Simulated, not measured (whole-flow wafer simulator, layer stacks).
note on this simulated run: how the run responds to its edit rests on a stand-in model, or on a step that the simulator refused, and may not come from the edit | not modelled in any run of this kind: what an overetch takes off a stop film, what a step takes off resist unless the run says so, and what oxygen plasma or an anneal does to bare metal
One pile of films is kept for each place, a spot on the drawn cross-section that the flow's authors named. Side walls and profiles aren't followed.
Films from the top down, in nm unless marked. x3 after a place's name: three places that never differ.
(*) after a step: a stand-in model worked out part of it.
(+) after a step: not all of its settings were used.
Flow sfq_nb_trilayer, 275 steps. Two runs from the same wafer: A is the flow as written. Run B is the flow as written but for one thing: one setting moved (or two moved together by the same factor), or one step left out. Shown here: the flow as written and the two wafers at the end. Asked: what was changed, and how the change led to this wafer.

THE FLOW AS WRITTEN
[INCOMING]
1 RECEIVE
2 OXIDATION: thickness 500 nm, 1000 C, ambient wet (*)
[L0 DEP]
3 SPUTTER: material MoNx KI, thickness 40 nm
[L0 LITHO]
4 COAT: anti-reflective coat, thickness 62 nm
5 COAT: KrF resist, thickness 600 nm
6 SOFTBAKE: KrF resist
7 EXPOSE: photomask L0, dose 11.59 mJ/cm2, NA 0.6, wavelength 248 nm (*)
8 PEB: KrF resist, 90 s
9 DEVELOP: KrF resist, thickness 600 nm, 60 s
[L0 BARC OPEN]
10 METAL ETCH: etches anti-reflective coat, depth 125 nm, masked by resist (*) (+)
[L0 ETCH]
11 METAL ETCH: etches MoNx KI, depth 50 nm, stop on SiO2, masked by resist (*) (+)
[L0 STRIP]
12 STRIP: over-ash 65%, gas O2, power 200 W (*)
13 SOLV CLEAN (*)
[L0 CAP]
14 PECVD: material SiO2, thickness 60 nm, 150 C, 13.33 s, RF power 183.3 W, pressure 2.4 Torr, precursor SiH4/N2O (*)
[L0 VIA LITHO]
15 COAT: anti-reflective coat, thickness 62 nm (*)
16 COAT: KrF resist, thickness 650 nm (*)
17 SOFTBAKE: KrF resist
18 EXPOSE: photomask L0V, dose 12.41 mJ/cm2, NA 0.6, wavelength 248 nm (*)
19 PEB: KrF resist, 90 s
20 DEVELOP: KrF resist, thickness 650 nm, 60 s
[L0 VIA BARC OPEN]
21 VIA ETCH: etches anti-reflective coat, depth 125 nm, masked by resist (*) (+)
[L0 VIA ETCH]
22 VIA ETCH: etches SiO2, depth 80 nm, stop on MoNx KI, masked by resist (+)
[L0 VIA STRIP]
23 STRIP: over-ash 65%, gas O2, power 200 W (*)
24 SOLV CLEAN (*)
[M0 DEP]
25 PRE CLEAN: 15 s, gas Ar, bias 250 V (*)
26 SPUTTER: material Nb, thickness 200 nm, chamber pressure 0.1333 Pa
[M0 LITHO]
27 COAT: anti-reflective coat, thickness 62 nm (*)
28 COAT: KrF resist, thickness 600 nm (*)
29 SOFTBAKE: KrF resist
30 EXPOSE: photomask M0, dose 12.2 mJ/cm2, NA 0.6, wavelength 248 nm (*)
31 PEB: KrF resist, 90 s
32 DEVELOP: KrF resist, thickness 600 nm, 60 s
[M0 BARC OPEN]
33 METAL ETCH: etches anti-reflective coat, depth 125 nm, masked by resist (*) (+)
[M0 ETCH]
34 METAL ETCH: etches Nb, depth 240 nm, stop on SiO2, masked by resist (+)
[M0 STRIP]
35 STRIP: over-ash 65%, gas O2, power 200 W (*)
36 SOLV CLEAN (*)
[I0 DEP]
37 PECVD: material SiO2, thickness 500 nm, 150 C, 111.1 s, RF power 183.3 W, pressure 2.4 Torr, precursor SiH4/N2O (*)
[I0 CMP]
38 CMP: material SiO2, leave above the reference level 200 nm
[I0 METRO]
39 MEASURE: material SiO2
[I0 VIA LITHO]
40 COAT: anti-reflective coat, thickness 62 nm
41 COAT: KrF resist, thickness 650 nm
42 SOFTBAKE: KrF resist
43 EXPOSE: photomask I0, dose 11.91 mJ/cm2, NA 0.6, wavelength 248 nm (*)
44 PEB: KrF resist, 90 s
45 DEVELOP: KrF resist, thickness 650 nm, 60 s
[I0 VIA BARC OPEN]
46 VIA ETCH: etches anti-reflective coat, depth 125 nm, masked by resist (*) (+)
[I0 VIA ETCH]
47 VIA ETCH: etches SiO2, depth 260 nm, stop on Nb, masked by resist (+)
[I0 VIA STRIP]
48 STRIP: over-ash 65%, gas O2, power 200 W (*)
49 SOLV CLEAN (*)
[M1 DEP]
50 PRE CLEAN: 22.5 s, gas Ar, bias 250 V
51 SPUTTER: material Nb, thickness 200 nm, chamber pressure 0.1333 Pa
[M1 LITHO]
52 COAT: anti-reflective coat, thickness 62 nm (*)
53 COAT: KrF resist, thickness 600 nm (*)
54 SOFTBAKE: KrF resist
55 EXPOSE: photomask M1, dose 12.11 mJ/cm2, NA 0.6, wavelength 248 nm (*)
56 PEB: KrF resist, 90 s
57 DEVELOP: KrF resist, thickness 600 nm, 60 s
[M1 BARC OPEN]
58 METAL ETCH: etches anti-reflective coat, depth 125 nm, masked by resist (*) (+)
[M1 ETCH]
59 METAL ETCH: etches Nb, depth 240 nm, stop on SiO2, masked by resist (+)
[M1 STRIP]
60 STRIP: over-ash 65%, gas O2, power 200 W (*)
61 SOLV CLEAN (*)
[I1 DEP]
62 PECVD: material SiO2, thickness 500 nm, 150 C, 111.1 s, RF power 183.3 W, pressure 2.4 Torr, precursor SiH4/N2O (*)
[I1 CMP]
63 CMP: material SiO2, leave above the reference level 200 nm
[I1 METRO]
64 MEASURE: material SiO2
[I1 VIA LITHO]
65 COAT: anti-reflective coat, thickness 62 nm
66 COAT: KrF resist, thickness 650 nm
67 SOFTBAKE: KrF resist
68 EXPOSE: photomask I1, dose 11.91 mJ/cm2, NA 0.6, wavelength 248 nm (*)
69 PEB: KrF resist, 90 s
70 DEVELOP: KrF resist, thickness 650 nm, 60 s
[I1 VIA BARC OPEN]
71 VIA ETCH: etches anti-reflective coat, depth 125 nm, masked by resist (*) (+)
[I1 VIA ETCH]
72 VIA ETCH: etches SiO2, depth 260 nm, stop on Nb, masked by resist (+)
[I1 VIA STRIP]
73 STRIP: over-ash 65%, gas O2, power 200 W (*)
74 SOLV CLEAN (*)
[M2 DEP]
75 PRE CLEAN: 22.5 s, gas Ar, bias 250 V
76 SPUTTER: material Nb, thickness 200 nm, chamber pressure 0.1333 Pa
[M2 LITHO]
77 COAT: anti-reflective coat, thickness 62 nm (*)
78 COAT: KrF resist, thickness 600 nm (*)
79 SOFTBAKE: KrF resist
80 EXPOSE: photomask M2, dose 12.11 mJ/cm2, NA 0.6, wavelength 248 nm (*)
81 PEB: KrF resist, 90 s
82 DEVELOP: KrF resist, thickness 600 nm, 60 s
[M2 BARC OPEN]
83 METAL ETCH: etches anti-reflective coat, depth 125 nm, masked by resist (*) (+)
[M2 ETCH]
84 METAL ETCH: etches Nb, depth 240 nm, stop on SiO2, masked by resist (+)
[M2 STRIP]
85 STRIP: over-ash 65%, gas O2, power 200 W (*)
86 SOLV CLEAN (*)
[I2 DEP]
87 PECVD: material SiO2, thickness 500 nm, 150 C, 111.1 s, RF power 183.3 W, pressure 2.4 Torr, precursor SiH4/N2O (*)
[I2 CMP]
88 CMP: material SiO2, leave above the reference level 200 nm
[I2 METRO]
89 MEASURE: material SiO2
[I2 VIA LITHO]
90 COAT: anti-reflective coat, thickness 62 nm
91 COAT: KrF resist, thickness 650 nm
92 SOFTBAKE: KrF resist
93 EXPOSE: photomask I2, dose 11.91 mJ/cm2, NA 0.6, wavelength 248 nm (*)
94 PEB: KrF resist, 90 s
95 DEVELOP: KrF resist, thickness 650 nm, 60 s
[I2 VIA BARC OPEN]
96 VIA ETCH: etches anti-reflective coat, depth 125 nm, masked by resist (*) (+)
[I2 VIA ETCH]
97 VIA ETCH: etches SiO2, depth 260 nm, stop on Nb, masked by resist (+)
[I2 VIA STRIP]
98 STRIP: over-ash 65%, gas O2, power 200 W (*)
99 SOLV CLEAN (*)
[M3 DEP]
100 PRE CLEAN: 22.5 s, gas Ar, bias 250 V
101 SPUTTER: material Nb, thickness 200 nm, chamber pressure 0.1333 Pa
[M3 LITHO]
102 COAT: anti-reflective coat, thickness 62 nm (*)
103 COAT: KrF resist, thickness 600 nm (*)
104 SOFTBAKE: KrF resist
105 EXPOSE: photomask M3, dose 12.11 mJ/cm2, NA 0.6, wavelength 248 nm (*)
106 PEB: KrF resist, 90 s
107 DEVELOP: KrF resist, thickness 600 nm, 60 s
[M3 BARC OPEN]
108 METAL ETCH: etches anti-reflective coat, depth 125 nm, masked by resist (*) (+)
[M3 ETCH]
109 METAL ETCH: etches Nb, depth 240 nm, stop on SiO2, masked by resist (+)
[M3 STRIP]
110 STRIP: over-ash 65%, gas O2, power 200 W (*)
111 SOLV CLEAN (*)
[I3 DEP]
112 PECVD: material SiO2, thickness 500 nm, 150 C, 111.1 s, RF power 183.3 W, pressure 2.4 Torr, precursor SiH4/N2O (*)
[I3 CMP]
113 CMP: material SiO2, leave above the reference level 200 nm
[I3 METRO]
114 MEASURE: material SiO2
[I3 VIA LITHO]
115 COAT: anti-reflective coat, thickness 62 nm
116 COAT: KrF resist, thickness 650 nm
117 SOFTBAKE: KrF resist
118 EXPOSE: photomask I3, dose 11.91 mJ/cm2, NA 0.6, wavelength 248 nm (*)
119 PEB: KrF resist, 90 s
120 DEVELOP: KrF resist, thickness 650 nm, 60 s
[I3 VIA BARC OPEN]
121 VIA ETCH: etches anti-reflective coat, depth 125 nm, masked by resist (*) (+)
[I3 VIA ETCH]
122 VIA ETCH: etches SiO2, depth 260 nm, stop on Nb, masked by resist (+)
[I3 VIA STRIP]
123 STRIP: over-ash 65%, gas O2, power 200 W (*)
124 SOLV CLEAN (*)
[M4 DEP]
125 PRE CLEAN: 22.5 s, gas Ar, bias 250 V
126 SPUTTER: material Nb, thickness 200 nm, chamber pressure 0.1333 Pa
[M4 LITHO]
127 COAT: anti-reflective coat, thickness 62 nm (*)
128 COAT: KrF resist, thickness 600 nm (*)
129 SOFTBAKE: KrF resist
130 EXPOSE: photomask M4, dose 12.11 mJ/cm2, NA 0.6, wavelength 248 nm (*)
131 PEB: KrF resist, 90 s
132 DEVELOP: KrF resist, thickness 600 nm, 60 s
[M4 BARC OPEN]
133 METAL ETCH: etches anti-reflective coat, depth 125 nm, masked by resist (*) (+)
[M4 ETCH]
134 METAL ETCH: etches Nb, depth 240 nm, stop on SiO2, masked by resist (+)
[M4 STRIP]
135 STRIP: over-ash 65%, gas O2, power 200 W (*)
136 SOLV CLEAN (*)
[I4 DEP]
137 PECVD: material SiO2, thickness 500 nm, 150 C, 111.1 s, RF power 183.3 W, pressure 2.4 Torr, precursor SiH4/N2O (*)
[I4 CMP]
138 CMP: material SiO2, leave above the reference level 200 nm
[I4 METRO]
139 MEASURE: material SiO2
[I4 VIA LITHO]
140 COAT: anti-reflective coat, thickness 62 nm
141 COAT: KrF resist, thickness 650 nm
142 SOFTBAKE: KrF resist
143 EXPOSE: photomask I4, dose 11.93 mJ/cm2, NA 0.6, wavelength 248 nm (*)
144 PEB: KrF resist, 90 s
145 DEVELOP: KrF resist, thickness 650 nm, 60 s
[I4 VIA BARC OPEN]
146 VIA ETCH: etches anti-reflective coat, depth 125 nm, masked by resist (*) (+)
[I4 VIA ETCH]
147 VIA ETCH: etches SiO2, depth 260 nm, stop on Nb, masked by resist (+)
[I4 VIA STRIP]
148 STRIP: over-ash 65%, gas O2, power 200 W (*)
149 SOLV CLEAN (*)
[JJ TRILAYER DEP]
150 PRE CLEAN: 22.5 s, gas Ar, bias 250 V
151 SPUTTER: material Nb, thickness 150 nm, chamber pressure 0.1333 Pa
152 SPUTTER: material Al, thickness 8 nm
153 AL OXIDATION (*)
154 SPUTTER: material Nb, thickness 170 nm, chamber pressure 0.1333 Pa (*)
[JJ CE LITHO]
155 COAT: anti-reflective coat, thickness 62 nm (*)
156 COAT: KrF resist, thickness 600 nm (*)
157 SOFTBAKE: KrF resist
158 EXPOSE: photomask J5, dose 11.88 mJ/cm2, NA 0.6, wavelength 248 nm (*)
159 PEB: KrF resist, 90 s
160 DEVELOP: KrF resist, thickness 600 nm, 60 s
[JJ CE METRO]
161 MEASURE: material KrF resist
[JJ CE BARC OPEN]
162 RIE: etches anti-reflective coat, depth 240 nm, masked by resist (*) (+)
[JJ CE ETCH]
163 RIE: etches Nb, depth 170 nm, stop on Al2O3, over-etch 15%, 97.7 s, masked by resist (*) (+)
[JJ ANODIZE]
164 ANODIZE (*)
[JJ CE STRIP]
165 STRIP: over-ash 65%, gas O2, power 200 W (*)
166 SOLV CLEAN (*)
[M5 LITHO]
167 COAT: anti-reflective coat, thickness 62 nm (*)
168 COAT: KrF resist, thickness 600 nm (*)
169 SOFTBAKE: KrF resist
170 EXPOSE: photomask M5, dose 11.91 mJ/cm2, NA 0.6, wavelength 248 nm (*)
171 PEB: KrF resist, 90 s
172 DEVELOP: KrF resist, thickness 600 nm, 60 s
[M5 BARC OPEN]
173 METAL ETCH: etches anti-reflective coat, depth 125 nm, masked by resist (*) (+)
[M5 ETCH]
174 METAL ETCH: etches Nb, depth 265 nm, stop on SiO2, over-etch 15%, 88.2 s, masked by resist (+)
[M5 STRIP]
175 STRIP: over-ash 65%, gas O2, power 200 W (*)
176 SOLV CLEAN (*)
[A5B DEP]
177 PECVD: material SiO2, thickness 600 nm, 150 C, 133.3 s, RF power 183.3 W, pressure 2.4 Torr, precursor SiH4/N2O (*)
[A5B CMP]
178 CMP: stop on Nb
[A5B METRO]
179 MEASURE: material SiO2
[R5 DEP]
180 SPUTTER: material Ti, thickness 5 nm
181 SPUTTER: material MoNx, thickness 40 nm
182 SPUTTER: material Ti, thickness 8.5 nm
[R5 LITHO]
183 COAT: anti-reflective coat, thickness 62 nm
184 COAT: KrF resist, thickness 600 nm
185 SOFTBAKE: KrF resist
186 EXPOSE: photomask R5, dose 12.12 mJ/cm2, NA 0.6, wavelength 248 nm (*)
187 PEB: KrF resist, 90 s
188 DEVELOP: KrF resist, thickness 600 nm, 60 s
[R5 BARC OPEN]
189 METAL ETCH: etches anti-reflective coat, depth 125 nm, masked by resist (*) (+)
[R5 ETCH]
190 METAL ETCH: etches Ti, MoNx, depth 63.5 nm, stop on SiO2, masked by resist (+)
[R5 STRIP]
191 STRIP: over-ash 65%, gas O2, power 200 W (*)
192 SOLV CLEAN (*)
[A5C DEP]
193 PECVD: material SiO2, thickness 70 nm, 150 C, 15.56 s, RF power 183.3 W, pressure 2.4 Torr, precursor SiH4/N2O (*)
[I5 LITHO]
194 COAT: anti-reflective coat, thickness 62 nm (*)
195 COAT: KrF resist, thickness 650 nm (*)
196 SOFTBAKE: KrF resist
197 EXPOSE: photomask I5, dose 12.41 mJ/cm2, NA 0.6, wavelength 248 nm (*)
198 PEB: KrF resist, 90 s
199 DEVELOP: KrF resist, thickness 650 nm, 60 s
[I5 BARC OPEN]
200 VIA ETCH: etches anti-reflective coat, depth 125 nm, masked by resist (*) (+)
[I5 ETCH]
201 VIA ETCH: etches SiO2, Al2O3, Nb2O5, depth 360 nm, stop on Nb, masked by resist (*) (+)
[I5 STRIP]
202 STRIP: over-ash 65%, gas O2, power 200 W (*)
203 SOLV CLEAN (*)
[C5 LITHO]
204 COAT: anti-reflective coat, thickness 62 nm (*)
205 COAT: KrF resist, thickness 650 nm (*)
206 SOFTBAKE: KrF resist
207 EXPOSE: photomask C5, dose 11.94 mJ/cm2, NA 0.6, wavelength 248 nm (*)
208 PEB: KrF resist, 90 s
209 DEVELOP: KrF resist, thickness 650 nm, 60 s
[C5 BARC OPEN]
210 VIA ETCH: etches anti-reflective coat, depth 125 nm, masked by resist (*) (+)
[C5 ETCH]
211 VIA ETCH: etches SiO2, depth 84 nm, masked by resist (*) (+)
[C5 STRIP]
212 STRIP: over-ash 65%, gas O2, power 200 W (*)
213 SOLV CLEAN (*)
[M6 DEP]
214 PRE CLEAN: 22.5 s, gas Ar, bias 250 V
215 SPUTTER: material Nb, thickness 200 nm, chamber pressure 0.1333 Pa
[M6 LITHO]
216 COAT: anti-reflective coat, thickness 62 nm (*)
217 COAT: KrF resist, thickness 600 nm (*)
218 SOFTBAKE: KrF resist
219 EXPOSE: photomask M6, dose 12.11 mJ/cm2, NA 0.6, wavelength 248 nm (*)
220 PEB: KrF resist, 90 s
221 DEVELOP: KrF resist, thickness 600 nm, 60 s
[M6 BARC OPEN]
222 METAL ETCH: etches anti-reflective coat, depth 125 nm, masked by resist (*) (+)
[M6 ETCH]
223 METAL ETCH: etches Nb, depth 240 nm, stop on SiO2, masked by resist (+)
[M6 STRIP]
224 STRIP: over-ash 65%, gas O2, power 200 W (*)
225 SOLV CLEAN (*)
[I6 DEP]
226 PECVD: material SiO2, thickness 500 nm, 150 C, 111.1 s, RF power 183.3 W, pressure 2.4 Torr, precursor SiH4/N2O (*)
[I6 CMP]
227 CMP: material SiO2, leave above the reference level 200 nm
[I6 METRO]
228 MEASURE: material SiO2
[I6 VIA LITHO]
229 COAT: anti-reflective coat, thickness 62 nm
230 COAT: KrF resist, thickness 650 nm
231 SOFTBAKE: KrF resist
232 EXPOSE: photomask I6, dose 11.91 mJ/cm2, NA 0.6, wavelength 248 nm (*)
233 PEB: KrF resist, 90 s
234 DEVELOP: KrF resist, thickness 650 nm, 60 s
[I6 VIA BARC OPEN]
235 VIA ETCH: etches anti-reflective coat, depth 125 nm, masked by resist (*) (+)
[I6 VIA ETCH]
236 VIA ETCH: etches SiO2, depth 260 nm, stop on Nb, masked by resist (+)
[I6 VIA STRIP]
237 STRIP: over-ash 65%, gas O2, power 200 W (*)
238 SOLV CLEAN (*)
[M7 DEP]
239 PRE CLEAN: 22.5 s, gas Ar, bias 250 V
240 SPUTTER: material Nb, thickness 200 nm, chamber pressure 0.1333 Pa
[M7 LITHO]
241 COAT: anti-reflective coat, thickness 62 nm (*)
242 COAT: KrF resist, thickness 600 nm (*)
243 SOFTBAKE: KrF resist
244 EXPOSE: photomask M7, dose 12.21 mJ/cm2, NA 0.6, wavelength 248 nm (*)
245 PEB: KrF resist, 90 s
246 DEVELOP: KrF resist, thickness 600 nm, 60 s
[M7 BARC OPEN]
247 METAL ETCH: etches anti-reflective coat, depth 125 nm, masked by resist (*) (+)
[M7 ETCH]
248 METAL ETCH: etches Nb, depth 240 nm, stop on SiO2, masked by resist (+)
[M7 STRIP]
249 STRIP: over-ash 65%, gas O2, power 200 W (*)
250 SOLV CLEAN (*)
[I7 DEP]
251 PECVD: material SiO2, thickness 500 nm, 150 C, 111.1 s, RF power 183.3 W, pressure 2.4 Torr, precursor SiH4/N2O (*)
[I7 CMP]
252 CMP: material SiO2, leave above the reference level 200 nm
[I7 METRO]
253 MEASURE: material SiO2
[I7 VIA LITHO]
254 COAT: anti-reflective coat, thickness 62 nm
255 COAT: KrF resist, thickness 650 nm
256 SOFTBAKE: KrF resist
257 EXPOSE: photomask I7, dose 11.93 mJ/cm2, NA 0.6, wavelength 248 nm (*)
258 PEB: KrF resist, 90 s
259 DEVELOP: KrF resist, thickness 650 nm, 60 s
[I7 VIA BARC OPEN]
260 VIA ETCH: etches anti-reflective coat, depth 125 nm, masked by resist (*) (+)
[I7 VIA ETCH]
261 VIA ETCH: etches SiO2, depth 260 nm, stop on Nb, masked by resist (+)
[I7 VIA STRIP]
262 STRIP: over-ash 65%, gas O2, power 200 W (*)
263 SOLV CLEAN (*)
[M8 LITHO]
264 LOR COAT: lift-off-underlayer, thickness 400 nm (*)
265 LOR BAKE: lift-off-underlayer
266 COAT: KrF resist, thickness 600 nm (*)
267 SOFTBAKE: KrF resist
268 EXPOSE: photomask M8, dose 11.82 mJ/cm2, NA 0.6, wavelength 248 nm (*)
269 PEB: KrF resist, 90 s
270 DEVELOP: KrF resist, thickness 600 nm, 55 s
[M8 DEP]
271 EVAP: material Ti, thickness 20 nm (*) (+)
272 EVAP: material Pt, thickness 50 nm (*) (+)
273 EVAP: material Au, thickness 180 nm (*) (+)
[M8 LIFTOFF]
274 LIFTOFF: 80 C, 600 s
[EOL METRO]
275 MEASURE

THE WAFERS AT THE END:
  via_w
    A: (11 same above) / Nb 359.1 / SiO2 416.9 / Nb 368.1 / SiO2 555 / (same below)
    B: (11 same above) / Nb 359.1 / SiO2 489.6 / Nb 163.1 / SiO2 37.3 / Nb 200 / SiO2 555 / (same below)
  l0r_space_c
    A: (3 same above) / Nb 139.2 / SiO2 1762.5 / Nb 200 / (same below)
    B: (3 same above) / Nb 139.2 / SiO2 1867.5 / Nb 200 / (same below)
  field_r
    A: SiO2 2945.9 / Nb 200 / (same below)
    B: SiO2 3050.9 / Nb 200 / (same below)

The cause: step 38, CMP: leave above the reference level 305 nm was run, where the flow has leave above the reference level 200 nm.

How the change led to this, step by step:
  38 CMP: material SiO2, leave above the reference level 200 nm
      v_sur, via_wl, via_w and 94 more: A SiO2 -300 | B SiO2 -195
      field_l, l0_sur, l0r_line_l, l0r_line_c, l0r_line_r: A SiO2 -340 | B SiO2 -235
      (and at 4 more places)
  47 VIA ETCH: etches SiO2, depth 260 nm, stop on Nb, masked by resist (+)
      via_w: A SiO2 -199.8 (all of it) | B SiO2 -260
  50 PRE CLEAN: 22.5 s, gas Ar, bias 250 V
      via_w: A Nb -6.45 | B SiO2 -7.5
  51 SPUTTER: material Nb, thickness 200 nm, chamber pressure 0.1333 Pa
      via_w: A Nb +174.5 | B Nb +163.1 (new film)
  52 COAT: anti-reflective coat, thickness 62 nm (*)
      via_w: A anti-reflective coat +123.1 (new film) | B anti-reflective coat +136.1 (new film)
      via_wr: A anti-reflective coat +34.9 (new film) | B anti-reflective coat +33.2 (new film)
  53 COAT: KrF resist, thickness 600 nm (*)
      via_w: A KrF resist +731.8 (new film) | B KrF resist +781.6 (new film)
  60 STRIP: over-ash 65%, gas O2, power 200 W (*)
      via_w: A KrF resist -513.8 (all of it), anti-reflective coat -123.1 (all of it) | B KrF resist -563.6 (all of it), anti-reflective coat -136.1 (all of it)
      via_wr: A KrF resist -384.4 (all of it), anti-reflective coat -34.9 (all of it) | B KrF resist -378.6 (all of it), anti-reflective coat -33.2 (all of it)
  62 PECVD: material SiO2, thickness 500 nm, 150 C, 111.1 s, RF power 183.3 W, pressure 2.4 Torr, precursor SiH4/N2O (*)
      via_w: A SiO2 +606 (new film) | B SiO2 +678.7 (new film)
Counting metal films that touch as one body, via_w has 6 bodies (between them, from the top down: SiO2 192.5; SiO2 427.3 / Al2O3 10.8 / Nb2O5 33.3; SiO2 425.9; SiO2 489.6; SiO2 37.3); the flow as written gives 5 bodies (between them, from the top down: SiO2 192.5; SiO2 427.3 / Al2O3 10.8 / Nb2O5 33.3; SiO2 425.9; SiO2 416.9).
